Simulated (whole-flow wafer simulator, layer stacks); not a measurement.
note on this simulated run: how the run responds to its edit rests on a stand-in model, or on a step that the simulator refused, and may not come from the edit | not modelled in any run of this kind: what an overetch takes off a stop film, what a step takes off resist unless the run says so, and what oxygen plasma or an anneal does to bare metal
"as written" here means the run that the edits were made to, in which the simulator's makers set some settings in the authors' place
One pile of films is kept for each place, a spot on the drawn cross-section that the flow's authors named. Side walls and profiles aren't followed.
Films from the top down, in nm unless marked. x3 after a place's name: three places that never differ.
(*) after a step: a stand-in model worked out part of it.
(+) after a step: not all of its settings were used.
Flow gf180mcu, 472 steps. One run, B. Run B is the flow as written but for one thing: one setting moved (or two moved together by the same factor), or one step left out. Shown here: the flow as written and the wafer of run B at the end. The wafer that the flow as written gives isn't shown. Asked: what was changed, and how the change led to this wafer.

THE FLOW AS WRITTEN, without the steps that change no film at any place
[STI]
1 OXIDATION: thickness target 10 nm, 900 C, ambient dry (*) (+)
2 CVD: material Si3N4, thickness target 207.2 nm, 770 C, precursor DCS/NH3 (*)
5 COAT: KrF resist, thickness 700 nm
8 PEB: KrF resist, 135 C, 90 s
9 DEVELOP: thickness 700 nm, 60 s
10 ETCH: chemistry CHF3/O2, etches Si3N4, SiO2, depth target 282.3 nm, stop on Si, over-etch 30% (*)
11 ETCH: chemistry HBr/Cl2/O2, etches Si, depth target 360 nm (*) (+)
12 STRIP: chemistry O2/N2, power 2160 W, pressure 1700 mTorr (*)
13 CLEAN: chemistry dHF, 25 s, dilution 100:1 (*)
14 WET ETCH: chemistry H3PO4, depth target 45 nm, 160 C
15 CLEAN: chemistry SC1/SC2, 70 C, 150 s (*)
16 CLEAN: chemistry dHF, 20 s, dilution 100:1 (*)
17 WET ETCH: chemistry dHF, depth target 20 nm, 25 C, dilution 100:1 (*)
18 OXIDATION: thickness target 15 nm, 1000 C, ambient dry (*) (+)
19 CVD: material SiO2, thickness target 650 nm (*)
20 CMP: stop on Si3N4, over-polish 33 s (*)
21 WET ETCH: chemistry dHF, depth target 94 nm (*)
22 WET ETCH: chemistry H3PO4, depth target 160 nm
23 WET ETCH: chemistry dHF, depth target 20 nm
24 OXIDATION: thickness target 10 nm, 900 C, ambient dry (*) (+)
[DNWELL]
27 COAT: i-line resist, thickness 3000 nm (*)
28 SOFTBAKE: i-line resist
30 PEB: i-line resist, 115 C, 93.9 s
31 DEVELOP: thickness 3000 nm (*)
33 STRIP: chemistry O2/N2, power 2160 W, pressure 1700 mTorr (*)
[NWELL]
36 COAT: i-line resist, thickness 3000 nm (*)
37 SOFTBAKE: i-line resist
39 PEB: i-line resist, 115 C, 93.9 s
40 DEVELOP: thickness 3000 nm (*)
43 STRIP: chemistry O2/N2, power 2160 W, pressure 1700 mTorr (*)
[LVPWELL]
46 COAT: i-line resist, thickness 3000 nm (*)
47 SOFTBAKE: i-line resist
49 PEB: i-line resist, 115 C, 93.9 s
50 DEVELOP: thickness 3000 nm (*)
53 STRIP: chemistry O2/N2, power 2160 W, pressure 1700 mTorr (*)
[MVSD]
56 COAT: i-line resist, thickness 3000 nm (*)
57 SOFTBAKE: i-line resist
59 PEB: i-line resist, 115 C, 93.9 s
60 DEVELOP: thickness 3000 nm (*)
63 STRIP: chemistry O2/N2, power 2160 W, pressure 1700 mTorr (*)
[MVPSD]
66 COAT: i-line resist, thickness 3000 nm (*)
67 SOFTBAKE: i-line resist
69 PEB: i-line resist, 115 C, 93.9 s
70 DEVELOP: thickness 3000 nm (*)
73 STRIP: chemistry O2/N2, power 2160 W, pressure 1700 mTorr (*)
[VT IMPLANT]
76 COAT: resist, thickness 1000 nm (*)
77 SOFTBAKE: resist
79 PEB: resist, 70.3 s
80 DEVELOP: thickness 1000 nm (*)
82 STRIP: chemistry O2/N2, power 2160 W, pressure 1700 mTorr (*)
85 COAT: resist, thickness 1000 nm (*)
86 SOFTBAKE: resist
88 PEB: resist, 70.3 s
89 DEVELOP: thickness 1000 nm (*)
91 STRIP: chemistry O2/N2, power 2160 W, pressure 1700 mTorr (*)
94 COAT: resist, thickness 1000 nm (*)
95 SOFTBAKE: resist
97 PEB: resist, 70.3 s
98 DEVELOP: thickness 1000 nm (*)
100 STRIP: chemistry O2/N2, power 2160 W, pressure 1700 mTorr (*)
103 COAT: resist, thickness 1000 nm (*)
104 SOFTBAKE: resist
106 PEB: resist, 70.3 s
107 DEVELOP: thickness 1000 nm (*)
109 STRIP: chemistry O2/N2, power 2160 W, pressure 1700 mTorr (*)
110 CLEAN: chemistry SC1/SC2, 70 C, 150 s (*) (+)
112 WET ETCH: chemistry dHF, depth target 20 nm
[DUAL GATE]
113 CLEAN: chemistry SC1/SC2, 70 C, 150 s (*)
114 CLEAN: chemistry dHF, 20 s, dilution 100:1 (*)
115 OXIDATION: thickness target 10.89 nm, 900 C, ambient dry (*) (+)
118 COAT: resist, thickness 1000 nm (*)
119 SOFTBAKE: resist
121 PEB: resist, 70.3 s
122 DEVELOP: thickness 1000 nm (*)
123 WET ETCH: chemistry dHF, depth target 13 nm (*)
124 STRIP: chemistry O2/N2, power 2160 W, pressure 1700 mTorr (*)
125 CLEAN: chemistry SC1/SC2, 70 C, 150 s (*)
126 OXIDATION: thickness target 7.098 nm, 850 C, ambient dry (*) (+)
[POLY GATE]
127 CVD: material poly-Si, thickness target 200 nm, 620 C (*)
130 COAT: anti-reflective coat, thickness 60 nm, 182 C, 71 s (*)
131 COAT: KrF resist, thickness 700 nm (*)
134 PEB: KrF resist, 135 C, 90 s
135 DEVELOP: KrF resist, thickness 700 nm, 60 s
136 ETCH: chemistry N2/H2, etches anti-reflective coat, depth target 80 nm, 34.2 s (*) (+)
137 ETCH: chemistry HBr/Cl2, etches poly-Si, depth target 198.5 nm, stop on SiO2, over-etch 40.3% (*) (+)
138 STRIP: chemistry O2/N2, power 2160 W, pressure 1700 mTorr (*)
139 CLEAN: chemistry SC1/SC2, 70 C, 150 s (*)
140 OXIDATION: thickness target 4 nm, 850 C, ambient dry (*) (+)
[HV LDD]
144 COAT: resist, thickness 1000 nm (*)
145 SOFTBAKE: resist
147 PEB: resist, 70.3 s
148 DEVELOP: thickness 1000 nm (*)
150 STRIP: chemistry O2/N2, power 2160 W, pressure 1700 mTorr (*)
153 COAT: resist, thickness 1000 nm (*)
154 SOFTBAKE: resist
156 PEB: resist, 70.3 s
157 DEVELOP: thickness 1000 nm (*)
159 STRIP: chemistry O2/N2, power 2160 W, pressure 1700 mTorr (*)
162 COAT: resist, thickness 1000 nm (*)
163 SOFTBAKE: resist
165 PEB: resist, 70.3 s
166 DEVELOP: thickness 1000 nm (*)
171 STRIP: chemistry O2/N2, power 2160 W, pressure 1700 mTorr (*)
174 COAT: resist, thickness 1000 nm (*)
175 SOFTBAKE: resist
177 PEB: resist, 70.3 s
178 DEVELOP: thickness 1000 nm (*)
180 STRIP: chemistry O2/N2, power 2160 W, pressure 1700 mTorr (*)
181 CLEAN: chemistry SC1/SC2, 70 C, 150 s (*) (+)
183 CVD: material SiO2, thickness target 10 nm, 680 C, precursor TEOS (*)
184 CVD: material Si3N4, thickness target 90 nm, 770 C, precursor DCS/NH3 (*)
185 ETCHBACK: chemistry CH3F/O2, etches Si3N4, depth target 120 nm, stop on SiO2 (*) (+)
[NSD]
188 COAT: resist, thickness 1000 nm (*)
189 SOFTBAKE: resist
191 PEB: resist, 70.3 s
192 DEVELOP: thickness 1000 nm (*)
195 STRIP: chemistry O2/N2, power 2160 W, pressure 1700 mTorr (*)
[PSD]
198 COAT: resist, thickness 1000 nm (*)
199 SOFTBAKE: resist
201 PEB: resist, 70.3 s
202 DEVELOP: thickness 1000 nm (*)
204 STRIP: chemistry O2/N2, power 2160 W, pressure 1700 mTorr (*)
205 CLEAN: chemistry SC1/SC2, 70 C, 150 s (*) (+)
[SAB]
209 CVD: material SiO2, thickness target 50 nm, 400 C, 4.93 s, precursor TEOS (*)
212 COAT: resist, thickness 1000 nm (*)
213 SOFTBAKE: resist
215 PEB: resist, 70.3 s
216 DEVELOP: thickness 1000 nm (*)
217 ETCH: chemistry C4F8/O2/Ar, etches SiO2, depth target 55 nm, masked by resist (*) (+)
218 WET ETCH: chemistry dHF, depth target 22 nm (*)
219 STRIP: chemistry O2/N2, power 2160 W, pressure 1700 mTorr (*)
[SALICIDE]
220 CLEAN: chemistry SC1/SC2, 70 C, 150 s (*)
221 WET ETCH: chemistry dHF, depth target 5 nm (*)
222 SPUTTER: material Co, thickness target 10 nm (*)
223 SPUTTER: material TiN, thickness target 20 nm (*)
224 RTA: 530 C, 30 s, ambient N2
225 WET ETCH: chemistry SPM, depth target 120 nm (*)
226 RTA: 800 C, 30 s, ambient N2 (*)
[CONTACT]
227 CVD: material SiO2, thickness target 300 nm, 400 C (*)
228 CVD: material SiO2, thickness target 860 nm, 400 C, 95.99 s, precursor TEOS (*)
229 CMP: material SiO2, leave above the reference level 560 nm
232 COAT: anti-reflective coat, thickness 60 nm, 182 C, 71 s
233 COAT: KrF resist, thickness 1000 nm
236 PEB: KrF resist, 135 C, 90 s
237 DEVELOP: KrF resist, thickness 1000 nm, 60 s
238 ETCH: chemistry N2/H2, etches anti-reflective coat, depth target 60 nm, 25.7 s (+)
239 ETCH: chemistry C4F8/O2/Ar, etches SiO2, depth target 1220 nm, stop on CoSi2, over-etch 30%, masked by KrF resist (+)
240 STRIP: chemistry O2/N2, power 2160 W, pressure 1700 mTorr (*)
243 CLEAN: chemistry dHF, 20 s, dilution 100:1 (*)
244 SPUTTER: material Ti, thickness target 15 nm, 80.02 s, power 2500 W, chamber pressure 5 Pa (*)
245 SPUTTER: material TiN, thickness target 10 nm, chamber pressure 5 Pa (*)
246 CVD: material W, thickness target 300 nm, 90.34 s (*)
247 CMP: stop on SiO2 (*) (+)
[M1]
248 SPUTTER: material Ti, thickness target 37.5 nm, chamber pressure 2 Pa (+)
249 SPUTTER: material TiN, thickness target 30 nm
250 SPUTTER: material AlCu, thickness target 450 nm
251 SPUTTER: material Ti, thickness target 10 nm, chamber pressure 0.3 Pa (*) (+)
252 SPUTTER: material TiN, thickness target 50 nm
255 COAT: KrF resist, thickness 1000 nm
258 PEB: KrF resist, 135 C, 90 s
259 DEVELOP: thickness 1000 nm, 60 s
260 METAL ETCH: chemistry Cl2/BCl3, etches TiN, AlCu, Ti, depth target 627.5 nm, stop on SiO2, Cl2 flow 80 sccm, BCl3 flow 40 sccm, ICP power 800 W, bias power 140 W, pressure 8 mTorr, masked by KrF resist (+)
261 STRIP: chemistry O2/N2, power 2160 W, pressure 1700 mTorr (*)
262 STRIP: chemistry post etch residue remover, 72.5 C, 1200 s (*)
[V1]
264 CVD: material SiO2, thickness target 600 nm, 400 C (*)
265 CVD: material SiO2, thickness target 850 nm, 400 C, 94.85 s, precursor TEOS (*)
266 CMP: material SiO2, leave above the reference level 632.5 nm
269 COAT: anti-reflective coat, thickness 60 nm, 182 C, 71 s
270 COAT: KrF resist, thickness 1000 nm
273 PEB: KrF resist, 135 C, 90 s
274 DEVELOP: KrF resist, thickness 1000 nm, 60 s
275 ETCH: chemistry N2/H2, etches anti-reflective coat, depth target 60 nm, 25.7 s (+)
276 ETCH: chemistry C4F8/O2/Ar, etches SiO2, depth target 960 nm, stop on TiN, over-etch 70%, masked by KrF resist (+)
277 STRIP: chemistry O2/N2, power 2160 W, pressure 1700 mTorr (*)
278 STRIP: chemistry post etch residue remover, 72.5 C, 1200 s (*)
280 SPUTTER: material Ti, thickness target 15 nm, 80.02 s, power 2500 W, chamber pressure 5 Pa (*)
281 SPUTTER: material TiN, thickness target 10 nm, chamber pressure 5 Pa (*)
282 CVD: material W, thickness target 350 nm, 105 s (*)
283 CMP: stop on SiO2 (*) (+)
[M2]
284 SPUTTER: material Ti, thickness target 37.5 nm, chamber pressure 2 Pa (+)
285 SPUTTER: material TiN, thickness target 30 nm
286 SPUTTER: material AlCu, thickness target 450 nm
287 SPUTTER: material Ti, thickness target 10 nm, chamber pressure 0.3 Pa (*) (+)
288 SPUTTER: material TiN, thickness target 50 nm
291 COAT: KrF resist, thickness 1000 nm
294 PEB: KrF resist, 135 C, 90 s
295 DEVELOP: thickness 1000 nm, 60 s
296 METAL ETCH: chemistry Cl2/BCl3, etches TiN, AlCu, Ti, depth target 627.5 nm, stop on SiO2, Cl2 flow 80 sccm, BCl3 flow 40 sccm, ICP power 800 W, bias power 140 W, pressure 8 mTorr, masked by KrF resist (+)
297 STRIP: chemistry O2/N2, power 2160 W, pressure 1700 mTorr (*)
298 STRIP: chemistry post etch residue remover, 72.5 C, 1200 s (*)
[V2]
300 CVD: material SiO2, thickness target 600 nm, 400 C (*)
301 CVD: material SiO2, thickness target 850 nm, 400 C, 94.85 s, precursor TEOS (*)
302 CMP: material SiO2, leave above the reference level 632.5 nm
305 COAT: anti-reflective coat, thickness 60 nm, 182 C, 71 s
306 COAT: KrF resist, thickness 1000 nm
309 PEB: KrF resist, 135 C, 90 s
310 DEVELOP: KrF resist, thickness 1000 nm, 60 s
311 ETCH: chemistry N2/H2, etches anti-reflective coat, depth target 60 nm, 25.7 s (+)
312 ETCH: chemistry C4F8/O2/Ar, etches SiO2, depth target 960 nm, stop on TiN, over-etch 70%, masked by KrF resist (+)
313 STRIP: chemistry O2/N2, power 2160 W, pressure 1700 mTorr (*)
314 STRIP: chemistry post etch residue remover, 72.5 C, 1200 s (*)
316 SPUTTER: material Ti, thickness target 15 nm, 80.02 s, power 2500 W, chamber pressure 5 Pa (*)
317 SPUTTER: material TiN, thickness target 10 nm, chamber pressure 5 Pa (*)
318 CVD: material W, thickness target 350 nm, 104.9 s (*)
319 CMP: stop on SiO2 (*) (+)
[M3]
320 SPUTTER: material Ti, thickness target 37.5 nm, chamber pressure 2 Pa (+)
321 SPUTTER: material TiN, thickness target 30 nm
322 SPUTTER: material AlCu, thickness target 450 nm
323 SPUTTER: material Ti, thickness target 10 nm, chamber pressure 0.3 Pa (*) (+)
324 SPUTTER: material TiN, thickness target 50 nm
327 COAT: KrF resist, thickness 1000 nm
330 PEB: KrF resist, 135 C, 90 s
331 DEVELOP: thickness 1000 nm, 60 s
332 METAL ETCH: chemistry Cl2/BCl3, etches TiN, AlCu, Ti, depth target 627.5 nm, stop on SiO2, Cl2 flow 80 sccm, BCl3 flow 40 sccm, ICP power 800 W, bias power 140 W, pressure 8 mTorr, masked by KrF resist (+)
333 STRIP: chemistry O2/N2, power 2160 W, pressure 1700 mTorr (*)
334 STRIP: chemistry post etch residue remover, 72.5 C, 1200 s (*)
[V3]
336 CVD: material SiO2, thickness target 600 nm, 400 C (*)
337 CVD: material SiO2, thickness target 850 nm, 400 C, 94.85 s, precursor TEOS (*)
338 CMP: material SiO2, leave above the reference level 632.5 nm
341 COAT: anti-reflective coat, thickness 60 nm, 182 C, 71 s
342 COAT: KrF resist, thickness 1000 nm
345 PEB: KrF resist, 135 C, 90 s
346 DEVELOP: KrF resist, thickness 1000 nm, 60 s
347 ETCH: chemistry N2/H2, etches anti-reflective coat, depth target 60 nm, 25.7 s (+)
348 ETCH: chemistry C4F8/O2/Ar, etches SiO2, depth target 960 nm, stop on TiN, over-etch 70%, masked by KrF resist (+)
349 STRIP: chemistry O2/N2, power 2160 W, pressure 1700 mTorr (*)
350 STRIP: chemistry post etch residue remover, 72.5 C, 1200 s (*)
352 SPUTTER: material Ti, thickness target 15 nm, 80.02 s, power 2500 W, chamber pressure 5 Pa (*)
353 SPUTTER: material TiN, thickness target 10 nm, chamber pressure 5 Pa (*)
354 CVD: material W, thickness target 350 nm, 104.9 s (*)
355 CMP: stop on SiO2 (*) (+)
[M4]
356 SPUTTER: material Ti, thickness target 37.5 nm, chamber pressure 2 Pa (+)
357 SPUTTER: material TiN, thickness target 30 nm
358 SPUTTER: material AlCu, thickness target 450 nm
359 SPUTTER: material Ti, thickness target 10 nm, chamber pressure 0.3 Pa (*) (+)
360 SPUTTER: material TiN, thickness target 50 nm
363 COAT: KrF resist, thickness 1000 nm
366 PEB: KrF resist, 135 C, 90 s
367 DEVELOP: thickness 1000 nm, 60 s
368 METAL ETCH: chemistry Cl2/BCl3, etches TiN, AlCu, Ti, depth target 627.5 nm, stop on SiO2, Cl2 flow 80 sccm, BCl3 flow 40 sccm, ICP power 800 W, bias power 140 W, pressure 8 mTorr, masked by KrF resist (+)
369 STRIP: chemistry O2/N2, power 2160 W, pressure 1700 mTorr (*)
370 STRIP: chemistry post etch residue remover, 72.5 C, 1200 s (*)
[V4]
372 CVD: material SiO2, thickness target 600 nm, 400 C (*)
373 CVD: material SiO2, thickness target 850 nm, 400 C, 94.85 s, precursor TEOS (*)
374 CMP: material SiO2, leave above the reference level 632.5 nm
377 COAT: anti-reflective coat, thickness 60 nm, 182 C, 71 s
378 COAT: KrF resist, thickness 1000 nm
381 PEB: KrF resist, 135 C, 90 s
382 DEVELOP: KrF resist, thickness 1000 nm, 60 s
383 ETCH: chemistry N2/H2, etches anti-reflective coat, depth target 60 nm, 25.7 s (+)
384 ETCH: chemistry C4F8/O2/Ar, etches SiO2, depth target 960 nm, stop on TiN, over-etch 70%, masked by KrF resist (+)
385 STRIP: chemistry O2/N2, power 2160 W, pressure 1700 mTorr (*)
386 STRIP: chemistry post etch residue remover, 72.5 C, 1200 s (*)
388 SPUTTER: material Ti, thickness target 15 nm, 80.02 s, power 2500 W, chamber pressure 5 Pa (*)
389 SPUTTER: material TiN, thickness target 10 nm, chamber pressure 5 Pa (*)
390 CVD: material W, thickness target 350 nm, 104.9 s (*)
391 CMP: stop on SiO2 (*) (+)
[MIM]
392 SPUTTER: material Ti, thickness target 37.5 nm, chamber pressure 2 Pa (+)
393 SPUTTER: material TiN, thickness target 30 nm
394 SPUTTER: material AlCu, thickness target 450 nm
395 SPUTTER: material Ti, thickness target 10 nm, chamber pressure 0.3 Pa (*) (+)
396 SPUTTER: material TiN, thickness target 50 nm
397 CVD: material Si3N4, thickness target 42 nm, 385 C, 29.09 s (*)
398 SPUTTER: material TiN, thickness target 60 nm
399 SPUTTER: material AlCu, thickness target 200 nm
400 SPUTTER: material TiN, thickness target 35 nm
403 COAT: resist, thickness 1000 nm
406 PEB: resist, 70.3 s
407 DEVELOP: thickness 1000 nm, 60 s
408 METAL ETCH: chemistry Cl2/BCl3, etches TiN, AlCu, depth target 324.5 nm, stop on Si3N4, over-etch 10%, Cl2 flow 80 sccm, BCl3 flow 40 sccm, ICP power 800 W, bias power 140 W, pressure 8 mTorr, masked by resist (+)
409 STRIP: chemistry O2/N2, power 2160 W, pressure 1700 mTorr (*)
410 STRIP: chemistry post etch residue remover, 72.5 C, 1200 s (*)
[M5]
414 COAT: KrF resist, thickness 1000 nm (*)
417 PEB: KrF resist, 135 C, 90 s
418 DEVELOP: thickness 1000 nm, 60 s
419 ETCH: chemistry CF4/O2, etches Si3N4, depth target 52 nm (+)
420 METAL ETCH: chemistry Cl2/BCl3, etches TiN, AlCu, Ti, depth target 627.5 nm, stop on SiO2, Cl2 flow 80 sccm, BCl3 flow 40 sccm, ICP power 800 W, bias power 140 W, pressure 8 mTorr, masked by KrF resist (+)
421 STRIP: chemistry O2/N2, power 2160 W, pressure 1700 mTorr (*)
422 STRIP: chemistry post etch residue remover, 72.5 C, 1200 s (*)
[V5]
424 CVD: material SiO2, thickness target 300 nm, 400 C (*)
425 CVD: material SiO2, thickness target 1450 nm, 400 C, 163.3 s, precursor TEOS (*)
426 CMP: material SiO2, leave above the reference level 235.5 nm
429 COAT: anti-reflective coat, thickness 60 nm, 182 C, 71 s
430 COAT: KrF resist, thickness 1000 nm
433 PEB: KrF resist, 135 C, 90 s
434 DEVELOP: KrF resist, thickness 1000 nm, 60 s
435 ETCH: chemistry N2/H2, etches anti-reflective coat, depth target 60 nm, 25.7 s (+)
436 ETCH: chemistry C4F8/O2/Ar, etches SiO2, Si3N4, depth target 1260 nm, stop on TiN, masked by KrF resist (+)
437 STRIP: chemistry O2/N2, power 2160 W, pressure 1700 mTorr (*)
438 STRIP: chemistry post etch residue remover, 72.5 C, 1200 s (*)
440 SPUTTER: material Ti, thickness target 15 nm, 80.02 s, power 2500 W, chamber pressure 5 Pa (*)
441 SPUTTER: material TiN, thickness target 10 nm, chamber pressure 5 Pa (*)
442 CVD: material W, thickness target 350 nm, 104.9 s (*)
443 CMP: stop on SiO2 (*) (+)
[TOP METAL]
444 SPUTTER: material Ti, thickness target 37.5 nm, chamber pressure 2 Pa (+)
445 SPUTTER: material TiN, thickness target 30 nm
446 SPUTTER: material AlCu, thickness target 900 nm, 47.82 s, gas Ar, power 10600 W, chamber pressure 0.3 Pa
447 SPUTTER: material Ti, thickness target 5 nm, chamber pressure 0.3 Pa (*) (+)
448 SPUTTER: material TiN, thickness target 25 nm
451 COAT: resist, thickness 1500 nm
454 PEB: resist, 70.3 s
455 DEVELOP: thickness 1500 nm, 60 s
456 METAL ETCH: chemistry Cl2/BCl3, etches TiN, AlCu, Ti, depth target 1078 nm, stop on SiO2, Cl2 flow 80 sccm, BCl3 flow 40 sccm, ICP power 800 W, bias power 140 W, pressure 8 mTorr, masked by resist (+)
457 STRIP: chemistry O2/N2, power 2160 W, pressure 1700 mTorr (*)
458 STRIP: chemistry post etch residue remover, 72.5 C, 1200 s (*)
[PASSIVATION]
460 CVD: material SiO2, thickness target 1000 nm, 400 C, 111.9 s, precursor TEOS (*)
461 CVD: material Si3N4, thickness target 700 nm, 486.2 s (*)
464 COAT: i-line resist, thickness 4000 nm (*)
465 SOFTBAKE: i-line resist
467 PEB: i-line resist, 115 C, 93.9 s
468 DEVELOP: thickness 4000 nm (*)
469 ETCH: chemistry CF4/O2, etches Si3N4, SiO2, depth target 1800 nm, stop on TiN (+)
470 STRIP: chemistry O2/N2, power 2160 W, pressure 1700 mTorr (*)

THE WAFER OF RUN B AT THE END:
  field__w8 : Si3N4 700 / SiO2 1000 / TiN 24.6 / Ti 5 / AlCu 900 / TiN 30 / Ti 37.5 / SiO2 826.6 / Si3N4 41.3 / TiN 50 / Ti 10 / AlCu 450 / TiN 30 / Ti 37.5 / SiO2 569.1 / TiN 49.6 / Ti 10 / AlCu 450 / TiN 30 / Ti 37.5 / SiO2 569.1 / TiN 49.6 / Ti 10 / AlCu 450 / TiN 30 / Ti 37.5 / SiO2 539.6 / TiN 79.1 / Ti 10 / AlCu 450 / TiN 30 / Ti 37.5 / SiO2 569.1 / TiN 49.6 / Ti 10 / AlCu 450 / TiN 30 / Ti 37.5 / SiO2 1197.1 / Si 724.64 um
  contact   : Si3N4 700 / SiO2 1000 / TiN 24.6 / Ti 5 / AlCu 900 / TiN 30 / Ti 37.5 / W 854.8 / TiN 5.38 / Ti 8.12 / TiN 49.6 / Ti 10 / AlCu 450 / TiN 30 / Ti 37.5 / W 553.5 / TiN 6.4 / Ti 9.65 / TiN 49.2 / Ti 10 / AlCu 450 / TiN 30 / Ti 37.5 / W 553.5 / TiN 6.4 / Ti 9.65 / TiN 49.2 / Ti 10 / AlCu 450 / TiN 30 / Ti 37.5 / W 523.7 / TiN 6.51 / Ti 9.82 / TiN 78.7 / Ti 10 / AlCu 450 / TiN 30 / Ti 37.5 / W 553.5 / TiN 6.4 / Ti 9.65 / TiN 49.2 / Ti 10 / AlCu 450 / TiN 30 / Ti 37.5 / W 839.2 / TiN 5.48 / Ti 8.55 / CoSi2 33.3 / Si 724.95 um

The cause: step 288, SPUTTER: thickness target 79.5 nm was run, where the flow has thickness target 50 nm.

How the change led to this, step by step:
  288 SPUTTER: material TiN, thickness target 50 nm
      field, field__w1, field__w2 and 108 more: TiN +79.5 (new film) (as written it would be: TiN +50 (new film))
  296 METAL ETCH: chemistry Cl2/BCl3, etches TiN, AlCu, Ti, depth target 627.5 nm, stop on SiO2, Cl2 flow 80 sccm, BCl3 flow 40 sccm, ICP power 800 W, bias power 140 W, pressure 8 mTorr, masked by KrF resist (+)
      field, field__w1, field__w2 and 103 more: TiN -79.5 (all of it), Ti -10 (all of it), AlCu -450 (all of it), TiN -30 (all of it), Ti -37.5 (all of it) (as written it would be: TiN -50 (all of it), Ti -10 (all of it), AlCu -450 (all of it), TiN -30 (all of it), Ti -37.5 (all of it))
  302 CMP: material SiO2, leave above the reference level 632.5 nm
      field__w8, contact, m1, m1__w1, m1_nw: SiO2 -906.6 (as written it would be: SiO2 -877.1)
  312 ETCH: chemistry C4F8/O2/Ar, etches SiO2, depth target 960 nm, stop on TiN, over-etch 70%, masked by KrF resist (+)
      field, field__w1, field__w2 and 107 more: KrF resist -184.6 (as written it would be: KrF resist -192)
      contact: SiO2 -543 (all of it) (as written it would be: SiO2 -572.5 (all of it))
  318 CVD: material W, thickness target 350 nm, 104.9 s (*)
      contact: W +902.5 (new film) (as written it would be: W +932.3 (new film))
